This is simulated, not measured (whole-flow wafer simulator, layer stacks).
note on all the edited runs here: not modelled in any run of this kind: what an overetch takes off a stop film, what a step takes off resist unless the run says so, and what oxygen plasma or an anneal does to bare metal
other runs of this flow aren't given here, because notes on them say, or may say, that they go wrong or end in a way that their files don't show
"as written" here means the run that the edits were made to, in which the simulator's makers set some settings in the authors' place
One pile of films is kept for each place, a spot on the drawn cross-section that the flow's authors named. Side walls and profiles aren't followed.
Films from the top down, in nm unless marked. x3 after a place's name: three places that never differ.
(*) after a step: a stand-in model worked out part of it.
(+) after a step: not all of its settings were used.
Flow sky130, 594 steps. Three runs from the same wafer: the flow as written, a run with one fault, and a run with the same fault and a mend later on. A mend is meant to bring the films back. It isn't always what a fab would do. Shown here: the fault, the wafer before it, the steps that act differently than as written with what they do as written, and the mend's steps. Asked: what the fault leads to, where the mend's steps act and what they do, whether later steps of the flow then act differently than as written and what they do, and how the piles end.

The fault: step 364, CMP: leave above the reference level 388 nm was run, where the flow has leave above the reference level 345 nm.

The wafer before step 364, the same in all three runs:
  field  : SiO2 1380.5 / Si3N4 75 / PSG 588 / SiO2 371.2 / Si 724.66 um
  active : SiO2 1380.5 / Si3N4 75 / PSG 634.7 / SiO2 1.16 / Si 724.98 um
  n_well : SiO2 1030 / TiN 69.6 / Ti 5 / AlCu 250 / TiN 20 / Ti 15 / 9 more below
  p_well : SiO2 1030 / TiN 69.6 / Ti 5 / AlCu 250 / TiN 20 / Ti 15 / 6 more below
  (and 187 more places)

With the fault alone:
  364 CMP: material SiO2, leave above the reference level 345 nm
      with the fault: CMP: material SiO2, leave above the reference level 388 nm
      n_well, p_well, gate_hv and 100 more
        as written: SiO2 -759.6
        with the fault: SiO2 -716.6
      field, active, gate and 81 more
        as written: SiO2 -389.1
        with the fault: SiO2 -346.1
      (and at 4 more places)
  Later steps of the flow that act differently than as written (8 more steps differ only slightly, by at most 2% or 0.5 nm, whichever is larger, and aren't shown):
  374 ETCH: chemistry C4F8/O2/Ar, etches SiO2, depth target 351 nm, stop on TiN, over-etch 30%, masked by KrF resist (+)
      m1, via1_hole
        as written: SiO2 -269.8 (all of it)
        with the fault: SiO2 -312.8 (all of it)
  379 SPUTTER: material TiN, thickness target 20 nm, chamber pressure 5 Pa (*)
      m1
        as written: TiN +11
        with the fault: TiN +10.2
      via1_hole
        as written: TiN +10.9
        with the fault: TiN +10.2
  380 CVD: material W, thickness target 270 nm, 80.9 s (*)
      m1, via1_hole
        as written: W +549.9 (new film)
        with the fault: W +593.7 (new film)
  At the end the piles differ from the flow's by more than 2% or 0.5 nm, whichever is larger, at n_well, p_well, gate_hv and 111 more.
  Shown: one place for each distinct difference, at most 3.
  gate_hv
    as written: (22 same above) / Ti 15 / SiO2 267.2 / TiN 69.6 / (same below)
    with the fault: (22 same above) / Ti 15 / SiO2 310.2 / TiN 69.6 / (same below)
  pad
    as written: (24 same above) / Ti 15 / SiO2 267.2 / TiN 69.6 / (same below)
    with the fault: (24 same above) / Ti 15 / SiO2 310.2 / TiN 69.6 / (same below)
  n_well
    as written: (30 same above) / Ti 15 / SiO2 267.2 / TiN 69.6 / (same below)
    with the fault: (30 same above) / Ti 15 / SiO2 310.2 / TiN 69.6 / (same below)

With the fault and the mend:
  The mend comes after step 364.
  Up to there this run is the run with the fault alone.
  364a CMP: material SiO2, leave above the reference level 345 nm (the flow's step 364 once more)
      field, active, n_well and 188 more
        SiO2 -43
  No later step of the flow acts differently than as written at any place that is followed.
  At the end the piles are the same as the flow's at every place that both follow.
